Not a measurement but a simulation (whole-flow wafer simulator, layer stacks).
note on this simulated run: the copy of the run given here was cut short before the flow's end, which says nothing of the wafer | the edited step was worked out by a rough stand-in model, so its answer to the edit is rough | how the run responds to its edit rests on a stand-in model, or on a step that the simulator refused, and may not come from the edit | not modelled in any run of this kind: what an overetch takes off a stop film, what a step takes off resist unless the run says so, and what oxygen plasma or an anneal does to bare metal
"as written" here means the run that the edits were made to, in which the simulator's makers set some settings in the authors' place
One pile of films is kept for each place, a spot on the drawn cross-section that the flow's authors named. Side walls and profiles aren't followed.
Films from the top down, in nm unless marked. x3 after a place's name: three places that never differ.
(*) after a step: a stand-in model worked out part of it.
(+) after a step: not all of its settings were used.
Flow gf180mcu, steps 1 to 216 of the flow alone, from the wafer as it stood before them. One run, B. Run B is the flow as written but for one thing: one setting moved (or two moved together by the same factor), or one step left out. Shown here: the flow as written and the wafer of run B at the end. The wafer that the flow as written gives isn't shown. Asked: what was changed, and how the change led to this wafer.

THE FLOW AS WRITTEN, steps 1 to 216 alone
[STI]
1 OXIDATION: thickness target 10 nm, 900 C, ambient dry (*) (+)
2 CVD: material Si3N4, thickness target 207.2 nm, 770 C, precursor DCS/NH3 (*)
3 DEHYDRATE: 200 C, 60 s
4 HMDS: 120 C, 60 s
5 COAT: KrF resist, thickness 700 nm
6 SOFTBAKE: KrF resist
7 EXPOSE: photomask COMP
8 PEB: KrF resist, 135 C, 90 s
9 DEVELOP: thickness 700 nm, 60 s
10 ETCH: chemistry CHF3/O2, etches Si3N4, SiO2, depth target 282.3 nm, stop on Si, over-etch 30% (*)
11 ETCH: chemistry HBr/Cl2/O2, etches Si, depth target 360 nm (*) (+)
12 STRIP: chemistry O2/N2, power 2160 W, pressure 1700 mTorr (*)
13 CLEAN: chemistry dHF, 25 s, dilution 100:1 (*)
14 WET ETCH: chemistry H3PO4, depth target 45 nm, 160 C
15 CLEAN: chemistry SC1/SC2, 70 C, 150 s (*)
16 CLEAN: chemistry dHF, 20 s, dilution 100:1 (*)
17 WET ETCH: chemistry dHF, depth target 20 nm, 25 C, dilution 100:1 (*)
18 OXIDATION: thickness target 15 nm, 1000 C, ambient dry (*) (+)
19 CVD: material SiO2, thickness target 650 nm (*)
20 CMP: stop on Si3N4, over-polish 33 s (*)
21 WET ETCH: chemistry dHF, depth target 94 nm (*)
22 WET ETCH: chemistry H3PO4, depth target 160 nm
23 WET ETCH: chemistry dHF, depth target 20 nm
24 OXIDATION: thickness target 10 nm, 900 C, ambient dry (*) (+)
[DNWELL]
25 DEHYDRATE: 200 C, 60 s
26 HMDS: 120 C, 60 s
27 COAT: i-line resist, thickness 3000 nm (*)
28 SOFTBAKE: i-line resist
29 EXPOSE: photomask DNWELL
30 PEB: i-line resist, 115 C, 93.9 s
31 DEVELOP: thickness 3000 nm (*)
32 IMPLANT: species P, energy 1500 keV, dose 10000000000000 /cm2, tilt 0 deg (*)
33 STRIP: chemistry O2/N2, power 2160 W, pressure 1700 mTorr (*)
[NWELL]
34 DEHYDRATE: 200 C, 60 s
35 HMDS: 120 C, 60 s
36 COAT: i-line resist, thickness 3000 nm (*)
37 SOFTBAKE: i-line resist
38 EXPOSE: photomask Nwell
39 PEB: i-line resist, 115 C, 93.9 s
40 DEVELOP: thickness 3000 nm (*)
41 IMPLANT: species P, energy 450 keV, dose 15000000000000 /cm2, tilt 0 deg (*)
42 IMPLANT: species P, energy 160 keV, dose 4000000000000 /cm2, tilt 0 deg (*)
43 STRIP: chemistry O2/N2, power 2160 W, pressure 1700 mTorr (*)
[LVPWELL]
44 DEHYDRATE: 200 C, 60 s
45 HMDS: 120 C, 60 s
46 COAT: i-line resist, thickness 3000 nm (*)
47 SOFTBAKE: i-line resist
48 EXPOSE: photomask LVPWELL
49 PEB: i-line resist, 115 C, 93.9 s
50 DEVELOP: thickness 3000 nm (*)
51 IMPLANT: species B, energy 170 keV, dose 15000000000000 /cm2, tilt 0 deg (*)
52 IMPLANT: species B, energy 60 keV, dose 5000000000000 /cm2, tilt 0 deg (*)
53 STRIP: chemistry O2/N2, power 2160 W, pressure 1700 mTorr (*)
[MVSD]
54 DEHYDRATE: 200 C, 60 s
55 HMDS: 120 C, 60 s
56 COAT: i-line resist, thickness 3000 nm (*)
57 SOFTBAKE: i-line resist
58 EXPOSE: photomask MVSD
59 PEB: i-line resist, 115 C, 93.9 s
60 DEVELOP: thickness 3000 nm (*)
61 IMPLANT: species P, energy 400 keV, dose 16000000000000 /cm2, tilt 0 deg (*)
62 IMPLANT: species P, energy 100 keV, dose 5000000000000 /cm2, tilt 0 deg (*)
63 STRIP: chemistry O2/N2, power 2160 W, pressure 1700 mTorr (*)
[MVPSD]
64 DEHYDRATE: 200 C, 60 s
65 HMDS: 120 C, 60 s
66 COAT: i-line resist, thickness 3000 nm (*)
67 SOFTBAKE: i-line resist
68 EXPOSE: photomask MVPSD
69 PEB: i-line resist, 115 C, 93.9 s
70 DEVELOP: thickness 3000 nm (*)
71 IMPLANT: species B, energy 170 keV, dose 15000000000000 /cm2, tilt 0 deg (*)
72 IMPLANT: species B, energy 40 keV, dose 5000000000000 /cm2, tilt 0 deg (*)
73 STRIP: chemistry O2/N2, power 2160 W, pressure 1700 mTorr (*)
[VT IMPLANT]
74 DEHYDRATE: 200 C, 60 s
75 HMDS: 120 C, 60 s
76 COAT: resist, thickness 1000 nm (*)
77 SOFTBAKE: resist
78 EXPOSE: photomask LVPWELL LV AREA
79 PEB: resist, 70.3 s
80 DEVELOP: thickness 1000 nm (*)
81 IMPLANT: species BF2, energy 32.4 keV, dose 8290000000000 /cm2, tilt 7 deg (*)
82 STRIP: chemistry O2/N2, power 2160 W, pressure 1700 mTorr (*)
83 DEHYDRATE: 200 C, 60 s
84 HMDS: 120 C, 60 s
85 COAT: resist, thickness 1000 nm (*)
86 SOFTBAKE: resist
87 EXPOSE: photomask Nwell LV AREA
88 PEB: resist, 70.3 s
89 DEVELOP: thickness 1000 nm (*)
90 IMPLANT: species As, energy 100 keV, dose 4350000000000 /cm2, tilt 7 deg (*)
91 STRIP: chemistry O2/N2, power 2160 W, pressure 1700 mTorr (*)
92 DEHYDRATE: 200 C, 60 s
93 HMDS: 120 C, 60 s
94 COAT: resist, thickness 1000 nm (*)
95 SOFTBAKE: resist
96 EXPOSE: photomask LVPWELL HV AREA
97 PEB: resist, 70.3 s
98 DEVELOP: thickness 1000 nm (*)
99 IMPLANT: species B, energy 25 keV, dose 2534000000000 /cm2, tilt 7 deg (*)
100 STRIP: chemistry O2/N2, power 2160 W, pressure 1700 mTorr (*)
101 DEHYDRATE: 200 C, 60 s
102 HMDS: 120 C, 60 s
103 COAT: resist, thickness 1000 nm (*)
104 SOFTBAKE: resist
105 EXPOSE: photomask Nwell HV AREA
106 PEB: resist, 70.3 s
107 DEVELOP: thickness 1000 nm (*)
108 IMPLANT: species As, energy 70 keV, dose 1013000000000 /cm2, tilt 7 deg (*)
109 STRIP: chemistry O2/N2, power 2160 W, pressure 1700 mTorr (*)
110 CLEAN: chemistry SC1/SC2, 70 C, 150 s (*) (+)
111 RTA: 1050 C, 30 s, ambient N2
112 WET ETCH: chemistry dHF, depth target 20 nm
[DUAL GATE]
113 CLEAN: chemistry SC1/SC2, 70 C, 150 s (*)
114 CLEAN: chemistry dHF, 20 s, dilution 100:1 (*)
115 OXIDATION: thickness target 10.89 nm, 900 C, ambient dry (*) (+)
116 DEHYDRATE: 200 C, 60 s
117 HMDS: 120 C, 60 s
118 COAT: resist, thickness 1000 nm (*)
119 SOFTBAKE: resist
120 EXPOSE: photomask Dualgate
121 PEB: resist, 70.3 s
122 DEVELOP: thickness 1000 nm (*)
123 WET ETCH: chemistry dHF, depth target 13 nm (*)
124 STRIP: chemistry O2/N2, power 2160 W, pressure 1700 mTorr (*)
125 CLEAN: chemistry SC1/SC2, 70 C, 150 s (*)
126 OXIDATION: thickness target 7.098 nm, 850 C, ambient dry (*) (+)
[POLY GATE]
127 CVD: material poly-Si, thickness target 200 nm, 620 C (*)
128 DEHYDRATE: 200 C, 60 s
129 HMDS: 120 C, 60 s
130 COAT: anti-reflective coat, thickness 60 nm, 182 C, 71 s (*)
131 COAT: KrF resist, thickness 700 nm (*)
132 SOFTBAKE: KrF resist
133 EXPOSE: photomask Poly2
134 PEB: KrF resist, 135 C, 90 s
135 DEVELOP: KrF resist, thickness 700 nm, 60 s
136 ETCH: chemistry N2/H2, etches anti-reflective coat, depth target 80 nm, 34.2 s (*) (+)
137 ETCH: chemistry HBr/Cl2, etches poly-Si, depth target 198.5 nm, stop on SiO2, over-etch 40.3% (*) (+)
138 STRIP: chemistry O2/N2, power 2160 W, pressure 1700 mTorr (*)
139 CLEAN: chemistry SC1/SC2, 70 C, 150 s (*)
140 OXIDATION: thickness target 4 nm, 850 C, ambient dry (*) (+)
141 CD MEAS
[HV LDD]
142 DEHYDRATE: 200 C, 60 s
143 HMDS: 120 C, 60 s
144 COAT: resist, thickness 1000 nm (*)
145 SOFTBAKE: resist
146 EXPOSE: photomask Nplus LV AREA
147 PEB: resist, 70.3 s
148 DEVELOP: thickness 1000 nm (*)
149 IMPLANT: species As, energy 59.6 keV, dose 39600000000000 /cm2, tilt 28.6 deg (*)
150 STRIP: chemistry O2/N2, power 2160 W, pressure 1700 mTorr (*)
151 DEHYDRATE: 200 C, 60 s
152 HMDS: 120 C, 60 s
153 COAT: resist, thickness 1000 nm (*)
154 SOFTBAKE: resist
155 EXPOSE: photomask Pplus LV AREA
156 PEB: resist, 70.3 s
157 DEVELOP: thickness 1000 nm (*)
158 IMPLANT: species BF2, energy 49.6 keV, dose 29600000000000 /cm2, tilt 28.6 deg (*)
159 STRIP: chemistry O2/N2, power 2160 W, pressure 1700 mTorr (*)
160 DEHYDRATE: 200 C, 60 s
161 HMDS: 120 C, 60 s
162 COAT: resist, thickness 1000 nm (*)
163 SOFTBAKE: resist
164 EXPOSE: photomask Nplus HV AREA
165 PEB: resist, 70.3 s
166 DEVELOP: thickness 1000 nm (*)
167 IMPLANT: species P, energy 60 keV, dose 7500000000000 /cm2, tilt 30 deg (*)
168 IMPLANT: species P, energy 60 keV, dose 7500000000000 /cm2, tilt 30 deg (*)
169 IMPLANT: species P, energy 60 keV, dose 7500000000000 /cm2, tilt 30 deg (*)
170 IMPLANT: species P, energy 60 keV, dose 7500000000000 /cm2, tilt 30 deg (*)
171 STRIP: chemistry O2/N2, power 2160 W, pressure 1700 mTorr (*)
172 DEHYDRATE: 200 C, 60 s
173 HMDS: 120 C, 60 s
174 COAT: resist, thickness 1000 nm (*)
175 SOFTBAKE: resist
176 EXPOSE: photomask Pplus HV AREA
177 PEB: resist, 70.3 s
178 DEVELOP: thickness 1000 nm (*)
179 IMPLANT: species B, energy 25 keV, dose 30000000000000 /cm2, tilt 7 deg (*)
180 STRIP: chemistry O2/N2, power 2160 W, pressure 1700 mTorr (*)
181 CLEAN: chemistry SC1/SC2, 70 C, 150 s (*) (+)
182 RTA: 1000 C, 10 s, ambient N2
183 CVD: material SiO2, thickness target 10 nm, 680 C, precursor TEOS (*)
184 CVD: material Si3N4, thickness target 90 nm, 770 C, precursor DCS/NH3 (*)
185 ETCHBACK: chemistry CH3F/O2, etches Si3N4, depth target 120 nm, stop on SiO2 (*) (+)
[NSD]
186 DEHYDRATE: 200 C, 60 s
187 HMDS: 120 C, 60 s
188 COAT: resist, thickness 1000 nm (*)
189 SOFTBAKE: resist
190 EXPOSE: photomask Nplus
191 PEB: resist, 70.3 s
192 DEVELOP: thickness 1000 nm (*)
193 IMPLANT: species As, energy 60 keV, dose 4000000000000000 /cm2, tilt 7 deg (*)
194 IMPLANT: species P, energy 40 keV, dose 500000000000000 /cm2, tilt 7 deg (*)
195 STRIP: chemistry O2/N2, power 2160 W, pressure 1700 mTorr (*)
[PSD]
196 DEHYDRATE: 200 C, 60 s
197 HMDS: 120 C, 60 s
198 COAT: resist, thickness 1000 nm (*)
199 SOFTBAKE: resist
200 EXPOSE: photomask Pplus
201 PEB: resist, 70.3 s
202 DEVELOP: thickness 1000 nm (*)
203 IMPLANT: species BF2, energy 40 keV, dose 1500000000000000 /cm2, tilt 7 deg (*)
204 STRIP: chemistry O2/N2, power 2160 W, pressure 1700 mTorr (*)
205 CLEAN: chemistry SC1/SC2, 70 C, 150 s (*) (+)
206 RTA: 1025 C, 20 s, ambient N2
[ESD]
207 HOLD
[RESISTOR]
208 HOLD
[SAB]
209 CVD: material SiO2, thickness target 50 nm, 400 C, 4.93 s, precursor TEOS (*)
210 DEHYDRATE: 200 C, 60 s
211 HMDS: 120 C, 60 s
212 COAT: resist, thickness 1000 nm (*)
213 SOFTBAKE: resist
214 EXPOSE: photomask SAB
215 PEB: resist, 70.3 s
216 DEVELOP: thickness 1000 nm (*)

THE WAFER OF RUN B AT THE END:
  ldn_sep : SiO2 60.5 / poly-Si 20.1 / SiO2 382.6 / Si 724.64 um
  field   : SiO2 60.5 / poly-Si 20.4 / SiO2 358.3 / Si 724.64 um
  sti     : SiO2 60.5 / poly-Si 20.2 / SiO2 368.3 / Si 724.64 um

The cause: step 127, CVD: thickness target 302 nm was run, where the flow has thickness target 200 nm.

How the change led to this, step by step:
  127 CVD: material poly-Si, thickness target 200 nm, 620 C (*)
      field, field__w1, field__w2 and 89 more: poly-Si +302 (new film) (as written it would be: poly-Si +200 (new film))
  137 ETCH: chemistry HBr/Cl2, etches poly-Si, depth target 198.5 nm, stop on SiO2, over-etch 40.3% (*) (+)
      field__w3, field__w12, field_sub and 14 more: poly-Si -278.5 (as written it would be: poly-Si -199 (all of it), SiO2 -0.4)
      field__w6, sti, m1 and 11 more: poly-Si -278.5 (as written it would be: poly-Si -198.8 (all of it), SiO2 -0.4)
      (and at 33 more places)
  138 STRIP: chemistry O2/N2, power 2160 W, pressure 1700 mTorr (*)
      field, field__w1, field__w2 and 61 more: chemical SiO2 +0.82 (new film), poly-Si -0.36 (as written it would be: nothing)
  139 CLEAN: chemistry SC1/SC2, 70 C, 150 s (*)
      field, field__w1, field__w2 and 34 more: chemical SiO2 -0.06, poly-Si -0.27 (as written it would be: SiO2 -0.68)
  140 OXIDATION: thickness target 4 nm, 850 C, ambient dry (*) (+)
      field, field__w1, field__w2 and 21 more: SiO2 +4 (new film), chemical SiO2 -0.76 (all of it), poly-Si -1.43 (as written it would be: SiO2 +0.15, Si -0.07)
      active_hv, active_nat, ld_sd_n and 11 more: SiO2 +4 (new film), chemical SiO2 -0.76 (all of it), poly-Si -1.43 (as written it would be: SiO2 +0.96, Si -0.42)
      (and at 26 more places)
  144 COAT: resist, thickness 1000 nm (*)
      polyc_n, polyc_p: resist +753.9 (new film) (as written it would be: resist +817.8 (new film))
      field_sub__w4: resist +1070.5 (new film) (as written it would be: resist +1047.7 (new film))
      (and at 30 more places)
  145 SOFTBAKE: resist
      active_hv: resist -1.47 (as written it would be: resist +0.44)
      nw_enc_fld_lv__w3: resist -1.65 (as written it would be: resist +2.63)
      (and at 73 more places)
  147 PEB: resist, 70.3 s
      polyc_n, polyc_n_rim, polyc_p, polyc_p_rim: resist -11 (as written it would be: resist -12.2)
      ldn_ch, ldn_acc, ldp_ch, ldp_acc: resist -11.9 (as written it would be: resist -13)
      (and at 27 more places)
  148 DEVELOP: thickness 1000 nm (*)
      gate: resist -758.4 (all of it) (as written it would be: resist -822.7 (all of it))
      npoly_u: resist -759.2 (all of it) (as written it would be: resist -821.5 (all of it))
      (and at 3 more places)
  150 STRIP: chemistry O2/N2, power 2160 W, pressure 1700 mTorr (*)
      field_sub__w4: resist -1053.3 (all of it) (as written it would be: resist -1030.9 (all of it))
      gate_hv: resist -763.6 (all of it) (as written it would be: resist -824.2 (all of it))
      (and at 25 more places)
  153 COAT: resist, thickness 1000 nm (*)
      polyc_n, polyc_p: resist +753.9 (new film) (as written it would be: resist +817.8 (new film))
      field_sub__w4: resist +1070.5 (new film) (as written it would be: resist +1047.7 (new film))
      (and at 30 more places)
  154 SOFTBAKE: resist
      active_hv: resist -1.47 (as written it would be: resist +0.44)
      nw_enc_fld_lv__w3: resist -1.65 (as written it would be: resist +2.63)
      (and at 73 more places)
  156 PEB: resist, 70.3 s
      polyc_n, polyc_n_rim, polyc_p, polyc_p_rim: resist -11 (as written it would be: resist -12.2)
      ldn_ch, ldn_acc, ldp_ch, ldp_acc: resist -11.9 (as written it would be: resist -13)
      (and at 27 more places)
  157 DEVELOP: thickness 1000 nm (*)
      gate_p: resist -765.8 (all of it) (as written it would be: resist -828.7 (all of it))
      ppoly_u: resist -767 (all of it) (as written it would be: resist -827 (all of it))
      (and at 3 more places)
  159 STRIP: chemistry O2/N2, power 2160 W, pressure 1700 mTorr (*)
      field_sub__w4: resist -1053.3 (all of it) (as written it would be: resist -1030.9 (all of it))
      gate: resist -758.4 (all of it) (as written it would be: resist -822.7 (all of it))
      (and at 25 more places)
  162 COAT: resist, thickness 1000 nm (*)
      polyc_n, polyc_p: resist +753.9 (new film) (as written it would be: resist +817.8 (new film))
      field_sub__w4: resist +1070.5 (new film) (as written it would be: resist +1047.7 (new film))
      (and at 30 more places)
  ... 23 more steps ...
  216 DEVELOP: thickness 1000 nm (*)
      field__w3, field__w12: resist -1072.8 (all of it) (as written it would be: resist -1049.4 (all of it))
      field__w2: resist -1059 (all of it) (as written it would be: resist -1035.2 (all of it))
      (and at 43 more places)
